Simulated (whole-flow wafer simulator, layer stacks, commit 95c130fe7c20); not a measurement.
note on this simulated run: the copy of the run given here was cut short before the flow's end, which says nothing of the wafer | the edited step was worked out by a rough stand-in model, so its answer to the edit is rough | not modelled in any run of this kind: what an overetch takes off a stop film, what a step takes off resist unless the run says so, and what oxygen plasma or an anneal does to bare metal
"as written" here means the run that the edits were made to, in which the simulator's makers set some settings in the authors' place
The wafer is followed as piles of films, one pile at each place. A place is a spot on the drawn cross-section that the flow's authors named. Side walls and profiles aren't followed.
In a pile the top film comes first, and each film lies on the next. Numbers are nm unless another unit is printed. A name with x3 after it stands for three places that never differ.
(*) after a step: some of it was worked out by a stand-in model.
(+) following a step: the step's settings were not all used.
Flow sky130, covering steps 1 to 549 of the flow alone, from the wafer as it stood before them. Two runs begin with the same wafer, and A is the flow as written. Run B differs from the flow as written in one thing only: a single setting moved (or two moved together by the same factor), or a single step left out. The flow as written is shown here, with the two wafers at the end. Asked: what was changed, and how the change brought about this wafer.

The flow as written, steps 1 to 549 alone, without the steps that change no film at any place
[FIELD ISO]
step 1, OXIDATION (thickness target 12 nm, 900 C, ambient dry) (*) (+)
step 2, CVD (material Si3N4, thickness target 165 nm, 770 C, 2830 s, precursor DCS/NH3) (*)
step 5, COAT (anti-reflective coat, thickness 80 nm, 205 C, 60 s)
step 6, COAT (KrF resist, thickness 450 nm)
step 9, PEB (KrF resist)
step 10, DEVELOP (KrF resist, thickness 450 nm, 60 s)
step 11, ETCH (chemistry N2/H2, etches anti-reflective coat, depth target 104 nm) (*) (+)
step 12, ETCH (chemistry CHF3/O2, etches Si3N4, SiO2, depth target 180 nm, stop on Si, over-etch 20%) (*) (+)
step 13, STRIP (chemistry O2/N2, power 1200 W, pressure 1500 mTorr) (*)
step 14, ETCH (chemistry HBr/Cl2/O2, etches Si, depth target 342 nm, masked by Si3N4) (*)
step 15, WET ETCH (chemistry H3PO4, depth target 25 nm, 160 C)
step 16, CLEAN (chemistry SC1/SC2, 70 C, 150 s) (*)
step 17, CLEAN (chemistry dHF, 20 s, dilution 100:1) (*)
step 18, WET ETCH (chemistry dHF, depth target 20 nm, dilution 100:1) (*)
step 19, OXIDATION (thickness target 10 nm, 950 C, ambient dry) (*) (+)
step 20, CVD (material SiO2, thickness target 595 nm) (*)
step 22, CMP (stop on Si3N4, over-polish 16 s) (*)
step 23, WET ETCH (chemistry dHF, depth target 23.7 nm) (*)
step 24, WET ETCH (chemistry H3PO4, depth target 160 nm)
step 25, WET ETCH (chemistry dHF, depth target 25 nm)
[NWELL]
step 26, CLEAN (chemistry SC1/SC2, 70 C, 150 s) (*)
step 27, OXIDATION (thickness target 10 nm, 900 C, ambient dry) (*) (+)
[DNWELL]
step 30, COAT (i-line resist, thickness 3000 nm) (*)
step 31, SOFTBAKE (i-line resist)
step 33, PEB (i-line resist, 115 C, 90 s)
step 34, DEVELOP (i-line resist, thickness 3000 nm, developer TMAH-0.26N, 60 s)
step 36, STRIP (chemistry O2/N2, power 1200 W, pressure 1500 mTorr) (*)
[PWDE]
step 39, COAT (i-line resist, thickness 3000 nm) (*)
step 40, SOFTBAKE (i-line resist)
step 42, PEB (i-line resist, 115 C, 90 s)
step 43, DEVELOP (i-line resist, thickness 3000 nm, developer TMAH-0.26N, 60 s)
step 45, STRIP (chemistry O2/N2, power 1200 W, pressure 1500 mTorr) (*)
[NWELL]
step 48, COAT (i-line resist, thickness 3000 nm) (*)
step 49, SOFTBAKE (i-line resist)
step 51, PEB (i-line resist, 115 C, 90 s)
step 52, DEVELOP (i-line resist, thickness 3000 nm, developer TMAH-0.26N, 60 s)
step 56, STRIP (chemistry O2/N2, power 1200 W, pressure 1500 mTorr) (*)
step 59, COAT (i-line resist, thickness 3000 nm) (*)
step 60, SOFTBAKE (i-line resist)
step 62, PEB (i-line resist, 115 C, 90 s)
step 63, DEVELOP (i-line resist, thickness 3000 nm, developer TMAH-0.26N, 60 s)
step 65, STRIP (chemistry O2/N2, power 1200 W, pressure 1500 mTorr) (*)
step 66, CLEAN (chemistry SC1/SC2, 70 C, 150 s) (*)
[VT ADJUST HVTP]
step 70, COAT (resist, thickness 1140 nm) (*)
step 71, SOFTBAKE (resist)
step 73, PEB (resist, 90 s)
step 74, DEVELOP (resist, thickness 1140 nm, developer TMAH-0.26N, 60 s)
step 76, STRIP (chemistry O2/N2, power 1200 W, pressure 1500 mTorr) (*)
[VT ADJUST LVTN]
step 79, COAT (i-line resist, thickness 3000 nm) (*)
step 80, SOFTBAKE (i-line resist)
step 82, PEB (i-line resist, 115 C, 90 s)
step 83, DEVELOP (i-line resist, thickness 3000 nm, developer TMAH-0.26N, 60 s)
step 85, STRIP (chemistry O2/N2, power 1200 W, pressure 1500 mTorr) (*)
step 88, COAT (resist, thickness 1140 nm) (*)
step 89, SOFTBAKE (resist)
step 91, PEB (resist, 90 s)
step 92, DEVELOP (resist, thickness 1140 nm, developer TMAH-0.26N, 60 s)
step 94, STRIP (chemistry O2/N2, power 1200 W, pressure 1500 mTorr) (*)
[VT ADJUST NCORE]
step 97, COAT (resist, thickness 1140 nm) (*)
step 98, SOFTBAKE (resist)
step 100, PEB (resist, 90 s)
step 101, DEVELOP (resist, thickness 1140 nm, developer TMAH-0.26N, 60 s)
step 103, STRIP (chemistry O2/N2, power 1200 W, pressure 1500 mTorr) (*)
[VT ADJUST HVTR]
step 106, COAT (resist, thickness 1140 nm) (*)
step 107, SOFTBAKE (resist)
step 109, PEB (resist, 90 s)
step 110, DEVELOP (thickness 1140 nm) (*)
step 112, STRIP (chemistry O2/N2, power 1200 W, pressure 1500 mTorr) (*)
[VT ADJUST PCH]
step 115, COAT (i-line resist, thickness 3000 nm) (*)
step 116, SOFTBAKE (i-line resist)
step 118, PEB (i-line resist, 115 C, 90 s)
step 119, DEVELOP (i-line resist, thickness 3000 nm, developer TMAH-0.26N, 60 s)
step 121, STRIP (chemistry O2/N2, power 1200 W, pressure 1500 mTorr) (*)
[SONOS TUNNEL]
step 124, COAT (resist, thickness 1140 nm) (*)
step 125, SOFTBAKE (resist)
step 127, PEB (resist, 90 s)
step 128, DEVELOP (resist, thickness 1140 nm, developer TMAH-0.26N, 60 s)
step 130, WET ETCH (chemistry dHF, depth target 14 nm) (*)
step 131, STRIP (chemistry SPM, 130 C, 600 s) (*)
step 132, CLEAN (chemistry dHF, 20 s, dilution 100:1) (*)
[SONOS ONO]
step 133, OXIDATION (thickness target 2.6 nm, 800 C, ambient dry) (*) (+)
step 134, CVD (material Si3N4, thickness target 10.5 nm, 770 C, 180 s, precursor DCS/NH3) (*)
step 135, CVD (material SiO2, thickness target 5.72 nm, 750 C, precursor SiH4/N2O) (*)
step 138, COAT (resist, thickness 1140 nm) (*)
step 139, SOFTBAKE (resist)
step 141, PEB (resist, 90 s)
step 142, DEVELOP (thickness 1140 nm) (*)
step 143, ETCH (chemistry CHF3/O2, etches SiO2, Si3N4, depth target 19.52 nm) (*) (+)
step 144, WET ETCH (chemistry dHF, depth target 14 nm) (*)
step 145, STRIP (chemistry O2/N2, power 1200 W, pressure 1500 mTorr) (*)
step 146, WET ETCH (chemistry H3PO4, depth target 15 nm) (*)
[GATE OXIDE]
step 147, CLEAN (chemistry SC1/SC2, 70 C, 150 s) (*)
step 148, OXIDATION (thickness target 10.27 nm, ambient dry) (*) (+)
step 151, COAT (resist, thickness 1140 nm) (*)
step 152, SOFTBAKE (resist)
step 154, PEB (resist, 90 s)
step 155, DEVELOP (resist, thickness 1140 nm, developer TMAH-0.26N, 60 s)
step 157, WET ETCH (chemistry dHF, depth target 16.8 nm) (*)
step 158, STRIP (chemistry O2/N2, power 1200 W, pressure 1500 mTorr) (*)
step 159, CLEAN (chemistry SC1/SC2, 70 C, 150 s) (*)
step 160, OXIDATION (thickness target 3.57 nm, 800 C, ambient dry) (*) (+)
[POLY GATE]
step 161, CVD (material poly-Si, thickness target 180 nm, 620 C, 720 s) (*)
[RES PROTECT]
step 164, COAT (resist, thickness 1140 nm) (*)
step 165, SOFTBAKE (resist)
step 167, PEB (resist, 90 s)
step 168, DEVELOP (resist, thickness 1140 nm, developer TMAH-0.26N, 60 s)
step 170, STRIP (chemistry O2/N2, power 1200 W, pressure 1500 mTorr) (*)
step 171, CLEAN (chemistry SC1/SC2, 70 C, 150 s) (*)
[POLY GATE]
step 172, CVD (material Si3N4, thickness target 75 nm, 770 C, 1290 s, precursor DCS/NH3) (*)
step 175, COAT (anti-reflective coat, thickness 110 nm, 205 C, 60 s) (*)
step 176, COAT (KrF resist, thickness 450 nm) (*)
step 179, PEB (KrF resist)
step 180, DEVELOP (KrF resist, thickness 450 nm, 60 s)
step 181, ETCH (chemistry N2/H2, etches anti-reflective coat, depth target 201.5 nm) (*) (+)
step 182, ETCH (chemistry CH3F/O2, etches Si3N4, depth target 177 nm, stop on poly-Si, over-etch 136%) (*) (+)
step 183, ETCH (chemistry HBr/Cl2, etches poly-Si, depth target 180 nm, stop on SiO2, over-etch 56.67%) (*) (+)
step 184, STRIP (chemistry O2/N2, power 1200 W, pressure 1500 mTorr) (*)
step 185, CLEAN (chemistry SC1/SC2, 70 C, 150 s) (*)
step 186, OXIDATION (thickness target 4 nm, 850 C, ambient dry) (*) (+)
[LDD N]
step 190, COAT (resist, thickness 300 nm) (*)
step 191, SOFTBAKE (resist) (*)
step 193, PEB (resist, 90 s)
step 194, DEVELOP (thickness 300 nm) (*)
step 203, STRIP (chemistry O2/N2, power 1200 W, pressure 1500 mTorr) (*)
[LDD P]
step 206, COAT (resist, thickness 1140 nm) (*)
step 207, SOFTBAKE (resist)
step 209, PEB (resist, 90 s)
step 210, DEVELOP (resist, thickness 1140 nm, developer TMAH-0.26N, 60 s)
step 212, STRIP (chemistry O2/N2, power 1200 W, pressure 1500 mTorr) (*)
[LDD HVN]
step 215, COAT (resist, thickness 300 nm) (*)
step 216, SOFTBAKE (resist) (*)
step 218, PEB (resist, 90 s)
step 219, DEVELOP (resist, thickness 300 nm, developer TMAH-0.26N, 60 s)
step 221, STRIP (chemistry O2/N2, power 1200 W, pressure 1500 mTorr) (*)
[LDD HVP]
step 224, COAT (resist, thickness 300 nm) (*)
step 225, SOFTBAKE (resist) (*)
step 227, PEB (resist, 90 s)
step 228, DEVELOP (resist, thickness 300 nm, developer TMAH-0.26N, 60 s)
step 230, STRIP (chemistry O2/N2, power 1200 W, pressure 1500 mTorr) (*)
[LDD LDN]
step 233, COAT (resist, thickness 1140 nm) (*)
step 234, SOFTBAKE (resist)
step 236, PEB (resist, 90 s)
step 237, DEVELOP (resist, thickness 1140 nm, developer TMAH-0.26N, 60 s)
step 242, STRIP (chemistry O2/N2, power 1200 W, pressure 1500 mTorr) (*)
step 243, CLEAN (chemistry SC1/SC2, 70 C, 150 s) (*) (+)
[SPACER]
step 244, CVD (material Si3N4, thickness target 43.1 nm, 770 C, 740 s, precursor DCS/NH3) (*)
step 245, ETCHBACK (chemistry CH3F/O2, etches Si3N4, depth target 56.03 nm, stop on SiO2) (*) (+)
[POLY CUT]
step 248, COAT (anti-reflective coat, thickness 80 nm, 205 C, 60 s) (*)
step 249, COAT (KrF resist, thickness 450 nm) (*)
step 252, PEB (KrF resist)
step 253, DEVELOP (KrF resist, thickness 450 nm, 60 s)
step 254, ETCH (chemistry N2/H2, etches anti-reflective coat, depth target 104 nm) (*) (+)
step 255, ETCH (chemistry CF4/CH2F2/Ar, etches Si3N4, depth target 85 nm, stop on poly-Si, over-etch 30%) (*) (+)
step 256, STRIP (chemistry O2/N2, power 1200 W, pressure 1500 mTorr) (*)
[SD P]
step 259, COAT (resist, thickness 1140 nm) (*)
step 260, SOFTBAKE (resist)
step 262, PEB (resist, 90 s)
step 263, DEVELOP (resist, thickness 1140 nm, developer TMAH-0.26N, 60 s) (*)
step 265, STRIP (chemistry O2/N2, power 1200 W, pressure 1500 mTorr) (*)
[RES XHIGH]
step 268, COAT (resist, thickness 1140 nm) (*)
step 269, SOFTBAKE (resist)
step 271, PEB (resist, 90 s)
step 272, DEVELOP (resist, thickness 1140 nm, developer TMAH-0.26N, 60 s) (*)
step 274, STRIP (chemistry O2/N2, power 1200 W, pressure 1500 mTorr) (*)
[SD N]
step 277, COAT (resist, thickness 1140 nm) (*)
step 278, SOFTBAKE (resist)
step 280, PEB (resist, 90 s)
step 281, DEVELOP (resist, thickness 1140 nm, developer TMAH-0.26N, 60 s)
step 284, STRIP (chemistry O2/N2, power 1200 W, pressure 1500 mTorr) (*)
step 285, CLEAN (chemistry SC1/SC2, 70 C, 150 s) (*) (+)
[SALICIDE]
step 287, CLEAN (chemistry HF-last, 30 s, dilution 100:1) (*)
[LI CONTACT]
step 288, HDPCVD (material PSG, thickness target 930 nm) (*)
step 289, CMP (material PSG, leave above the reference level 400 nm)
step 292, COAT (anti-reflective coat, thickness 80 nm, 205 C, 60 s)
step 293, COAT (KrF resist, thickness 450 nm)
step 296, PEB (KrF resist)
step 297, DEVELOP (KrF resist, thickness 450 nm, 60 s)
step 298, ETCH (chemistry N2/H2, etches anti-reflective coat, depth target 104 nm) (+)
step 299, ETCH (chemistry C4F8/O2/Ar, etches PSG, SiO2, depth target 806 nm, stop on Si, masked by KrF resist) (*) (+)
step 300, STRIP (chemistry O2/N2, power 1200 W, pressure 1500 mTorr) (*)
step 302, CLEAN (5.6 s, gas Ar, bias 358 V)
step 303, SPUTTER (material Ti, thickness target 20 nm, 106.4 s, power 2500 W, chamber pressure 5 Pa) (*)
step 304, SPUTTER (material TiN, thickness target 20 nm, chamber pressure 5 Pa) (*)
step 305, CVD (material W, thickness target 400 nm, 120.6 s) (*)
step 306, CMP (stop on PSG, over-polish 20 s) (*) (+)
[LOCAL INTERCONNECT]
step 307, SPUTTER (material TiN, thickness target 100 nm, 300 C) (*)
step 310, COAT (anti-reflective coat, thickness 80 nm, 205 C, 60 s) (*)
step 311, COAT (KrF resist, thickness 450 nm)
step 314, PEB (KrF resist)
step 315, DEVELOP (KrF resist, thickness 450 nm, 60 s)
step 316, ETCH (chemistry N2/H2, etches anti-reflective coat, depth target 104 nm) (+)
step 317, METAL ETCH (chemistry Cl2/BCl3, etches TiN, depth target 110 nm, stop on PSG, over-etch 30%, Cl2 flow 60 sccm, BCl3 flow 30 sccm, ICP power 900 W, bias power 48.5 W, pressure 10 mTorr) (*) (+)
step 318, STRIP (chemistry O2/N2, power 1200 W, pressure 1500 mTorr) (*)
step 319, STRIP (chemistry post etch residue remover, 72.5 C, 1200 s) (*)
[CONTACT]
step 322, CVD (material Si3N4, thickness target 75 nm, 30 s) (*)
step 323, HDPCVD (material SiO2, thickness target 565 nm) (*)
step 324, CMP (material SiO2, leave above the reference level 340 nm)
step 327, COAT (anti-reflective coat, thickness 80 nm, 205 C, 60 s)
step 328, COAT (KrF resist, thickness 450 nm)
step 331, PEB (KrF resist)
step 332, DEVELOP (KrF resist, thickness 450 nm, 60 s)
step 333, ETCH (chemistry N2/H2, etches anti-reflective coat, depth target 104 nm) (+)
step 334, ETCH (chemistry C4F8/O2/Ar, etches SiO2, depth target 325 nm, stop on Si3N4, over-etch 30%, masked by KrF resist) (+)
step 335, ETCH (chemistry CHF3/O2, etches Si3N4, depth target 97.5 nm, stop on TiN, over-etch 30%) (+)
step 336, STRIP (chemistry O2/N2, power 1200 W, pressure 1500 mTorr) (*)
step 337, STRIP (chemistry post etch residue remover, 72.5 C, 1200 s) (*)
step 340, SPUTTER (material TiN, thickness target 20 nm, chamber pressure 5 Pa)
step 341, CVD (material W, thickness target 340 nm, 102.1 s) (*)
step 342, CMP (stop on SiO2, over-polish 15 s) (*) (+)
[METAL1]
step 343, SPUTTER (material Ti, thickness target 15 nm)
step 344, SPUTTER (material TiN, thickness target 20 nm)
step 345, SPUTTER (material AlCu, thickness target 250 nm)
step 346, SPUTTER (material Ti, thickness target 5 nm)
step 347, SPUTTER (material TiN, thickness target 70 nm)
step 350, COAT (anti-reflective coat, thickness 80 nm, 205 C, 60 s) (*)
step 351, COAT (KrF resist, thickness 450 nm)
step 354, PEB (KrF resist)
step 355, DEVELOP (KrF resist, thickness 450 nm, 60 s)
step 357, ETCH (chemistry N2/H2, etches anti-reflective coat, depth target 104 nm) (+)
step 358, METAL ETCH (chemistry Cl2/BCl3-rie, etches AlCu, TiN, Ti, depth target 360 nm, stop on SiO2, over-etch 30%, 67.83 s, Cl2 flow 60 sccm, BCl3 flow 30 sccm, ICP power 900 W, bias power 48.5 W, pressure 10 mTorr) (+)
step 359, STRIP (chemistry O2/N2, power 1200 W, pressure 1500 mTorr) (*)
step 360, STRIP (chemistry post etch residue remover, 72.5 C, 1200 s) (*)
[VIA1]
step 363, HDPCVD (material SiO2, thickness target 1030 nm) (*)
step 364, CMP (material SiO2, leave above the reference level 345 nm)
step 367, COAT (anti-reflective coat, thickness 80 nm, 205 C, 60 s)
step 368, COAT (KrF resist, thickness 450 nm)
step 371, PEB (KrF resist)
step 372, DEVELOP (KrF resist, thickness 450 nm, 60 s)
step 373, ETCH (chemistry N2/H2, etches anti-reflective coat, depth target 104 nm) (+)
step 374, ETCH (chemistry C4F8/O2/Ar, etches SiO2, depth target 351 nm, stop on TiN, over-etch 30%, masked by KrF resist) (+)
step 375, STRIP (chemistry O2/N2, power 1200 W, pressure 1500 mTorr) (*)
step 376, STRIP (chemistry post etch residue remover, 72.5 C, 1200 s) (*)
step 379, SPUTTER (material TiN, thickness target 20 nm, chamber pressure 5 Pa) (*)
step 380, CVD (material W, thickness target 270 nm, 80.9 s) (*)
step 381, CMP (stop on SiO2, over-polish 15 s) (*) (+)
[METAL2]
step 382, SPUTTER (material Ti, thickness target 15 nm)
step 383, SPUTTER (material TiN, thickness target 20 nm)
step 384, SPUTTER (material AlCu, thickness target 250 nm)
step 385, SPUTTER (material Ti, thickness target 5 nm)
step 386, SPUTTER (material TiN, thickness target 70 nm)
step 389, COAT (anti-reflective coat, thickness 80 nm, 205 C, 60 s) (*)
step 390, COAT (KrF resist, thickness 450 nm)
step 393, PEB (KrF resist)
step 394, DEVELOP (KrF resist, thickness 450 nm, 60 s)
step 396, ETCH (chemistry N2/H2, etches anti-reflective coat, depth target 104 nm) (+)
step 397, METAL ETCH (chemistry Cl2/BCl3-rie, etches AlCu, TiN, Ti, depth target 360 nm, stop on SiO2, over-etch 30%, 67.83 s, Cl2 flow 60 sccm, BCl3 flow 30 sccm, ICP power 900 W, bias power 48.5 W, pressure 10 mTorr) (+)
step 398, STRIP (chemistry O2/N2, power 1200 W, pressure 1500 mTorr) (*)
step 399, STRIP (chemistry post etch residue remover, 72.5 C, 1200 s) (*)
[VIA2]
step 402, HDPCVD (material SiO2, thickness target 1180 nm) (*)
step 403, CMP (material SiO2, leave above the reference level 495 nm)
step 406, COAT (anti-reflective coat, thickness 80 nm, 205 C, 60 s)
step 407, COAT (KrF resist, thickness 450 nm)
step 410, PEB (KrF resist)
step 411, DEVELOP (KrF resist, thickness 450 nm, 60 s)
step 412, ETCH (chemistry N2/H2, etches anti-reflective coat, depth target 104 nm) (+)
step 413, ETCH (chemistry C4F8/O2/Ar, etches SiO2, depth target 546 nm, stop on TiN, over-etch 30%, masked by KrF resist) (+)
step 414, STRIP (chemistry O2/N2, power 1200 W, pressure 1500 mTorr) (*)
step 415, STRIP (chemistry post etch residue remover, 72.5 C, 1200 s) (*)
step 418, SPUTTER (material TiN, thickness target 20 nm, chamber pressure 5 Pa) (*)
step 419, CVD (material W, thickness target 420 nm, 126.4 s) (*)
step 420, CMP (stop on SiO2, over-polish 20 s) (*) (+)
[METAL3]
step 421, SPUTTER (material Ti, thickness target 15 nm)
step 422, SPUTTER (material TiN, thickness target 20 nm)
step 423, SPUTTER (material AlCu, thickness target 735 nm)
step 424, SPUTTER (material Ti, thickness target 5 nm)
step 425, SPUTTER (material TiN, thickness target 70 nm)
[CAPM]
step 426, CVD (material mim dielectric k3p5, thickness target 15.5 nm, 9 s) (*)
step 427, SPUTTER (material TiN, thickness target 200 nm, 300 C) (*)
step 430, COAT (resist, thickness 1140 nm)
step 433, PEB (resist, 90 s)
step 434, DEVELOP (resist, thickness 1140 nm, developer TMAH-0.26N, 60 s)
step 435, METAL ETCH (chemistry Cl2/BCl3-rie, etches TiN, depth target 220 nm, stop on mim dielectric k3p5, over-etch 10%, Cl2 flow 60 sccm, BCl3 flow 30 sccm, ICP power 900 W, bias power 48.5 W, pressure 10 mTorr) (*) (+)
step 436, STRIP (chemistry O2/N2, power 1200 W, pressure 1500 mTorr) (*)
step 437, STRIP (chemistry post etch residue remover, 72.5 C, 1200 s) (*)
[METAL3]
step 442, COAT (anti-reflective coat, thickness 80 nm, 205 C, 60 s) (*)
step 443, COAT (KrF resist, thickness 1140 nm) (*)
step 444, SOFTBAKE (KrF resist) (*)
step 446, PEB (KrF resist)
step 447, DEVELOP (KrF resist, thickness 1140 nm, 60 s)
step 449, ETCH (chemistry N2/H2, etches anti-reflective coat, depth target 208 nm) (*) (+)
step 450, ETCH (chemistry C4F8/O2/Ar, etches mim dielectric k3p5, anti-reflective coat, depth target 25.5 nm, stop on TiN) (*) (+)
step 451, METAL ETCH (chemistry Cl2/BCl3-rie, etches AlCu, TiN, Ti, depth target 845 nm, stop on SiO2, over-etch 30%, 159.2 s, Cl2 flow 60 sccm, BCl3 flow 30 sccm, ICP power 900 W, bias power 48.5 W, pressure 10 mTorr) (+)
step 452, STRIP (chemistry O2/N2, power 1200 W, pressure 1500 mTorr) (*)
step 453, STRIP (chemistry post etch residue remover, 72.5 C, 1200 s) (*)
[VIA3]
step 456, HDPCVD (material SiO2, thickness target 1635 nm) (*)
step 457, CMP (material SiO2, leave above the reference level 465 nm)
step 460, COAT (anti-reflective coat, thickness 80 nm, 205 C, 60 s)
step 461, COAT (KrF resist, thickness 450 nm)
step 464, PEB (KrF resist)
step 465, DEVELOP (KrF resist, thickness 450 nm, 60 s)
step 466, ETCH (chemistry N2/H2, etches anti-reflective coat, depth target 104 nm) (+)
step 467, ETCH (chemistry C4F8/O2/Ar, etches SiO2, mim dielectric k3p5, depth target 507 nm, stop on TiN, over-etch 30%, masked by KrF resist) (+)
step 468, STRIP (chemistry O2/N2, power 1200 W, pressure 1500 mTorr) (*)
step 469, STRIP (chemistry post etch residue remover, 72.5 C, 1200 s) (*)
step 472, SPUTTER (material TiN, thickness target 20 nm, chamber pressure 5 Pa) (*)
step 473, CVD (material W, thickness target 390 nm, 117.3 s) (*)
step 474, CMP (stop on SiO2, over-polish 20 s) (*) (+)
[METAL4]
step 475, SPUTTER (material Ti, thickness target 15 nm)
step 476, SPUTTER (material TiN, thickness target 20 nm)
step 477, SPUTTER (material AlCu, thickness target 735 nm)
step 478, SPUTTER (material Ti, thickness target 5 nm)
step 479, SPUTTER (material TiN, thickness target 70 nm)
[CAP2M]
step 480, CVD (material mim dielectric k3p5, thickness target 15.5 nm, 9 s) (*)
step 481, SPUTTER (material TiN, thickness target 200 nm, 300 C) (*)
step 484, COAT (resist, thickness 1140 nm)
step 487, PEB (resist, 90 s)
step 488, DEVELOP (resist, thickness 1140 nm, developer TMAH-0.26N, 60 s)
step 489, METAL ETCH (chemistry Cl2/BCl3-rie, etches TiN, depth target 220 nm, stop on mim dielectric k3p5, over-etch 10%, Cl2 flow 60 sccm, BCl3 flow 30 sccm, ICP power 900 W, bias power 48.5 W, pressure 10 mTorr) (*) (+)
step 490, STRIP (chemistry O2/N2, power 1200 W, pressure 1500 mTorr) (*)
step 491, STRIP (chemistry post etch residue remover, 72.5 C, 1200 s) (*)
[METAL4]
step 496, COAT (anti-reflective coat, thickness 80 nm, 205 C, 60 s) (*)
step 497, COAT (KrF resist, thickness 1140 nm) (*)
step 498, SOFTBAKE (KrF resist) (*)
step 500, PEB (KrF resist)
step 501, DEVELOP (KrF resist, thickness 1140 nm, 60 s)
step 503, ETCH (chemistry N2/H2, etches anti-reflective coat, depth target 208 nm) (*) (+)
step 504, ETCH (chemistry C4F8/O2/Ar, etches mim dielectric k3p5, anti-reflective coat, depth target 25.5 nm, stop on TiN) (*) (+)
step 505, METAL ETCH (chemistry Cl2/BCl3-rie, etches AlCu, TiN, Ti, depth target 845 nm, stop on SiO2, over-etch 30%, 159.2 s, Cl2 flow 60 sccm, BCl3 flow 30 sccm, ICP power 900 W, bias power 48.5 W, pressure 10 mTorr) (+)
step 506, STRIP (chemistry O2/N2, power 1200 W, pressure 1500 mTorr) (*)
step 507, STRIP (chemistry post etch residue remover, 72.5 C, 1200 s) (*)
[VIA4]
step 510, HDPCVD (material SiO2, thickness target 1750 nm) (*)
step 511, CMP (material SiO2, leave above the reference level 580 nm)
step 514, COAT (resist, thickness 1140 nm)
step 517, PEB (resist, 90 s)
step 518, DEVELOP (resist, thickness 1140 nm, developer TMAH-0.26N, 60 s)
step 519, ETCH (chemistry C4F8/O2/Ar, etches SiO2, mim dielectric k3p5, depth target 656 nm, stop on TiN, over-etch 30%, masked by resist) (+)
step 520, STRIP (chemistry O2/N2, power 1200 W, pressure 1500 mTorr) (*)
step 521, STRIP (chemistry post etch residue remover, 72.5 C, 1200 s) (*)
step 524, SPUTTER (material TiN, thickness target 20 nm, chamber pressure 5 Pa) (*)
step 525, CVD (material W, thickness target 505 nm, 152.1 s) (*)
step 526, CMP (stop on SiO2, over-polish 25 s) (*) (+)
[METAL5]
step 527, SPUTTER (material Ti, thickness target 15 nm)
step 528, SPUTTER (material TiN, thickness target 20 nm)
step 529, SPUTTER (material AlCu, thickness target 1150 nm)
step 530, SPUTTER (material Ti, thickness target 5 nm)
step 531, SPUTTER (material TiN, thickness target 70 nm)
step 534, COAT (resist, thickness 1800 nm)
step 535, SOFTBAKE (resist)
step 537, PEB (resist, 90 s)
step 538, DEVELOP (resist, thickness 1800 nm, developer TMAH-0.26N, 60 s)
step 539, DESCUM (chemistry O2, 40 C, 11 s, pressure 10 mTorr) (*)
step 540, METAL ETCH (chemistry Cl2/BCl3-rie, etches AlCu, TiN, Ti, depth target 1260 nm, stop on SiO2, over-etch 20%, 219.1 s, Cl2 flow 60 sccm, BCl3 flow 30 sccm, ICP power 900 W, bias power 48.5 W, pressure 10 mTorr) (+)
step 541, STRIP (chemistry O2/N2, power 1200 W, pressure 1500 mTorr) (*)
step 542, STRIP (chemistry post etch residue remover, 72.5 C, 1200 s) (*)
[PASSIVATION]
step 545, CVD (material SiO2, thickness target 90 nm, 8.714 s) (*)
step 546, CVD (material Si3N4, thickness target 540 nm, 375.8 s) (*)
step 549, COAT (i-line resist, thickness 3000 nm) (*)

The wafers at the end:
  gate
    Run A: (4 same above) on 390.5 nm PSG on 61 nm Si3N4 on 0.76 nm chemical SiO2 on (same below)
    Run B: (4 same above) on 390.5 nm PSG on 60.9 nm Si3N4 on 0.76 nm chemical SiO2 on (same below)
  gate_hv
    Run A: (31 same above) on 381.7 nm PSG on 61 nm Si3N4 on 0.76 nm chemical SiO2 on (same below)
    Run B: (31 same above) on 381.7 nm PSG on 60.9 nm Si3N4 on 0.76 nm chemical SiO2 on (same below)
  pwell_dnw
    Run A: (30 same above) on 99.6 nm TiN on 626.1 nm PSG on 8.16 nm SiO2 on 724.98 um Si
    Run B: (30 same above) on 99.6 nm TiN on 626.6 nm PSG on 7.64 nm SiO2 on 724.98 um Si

Cause: step 287, CLEAN: 41.9 s was run, whereas the flow has 30 s.

Step by step, how the change led to this:
  step 287, CLEAN (chemistry HF-last, 30 s, dilution 100:1) (*)
      field, mim, iso_guard and 62 more: A -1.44 SiO2 | B -2.01 SiO2
      active, p_well, sd_n and 38 more: A -1.31 SiO2 | B -1.83 SiO2
  step 299, ETCH (chemistry C4F8/O2/Ar, etches PSG, SiO2, depth target 806 nm, stop on Si, masked by KrF resist) (*) (+)
      contact, ndiff_licon, ndiff_licon_cpp: A -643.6 PSG (all of it), -1.16 SiO2 (all of it) | B -644 PSG (all of it), -0.64 SiO2 (all of it)
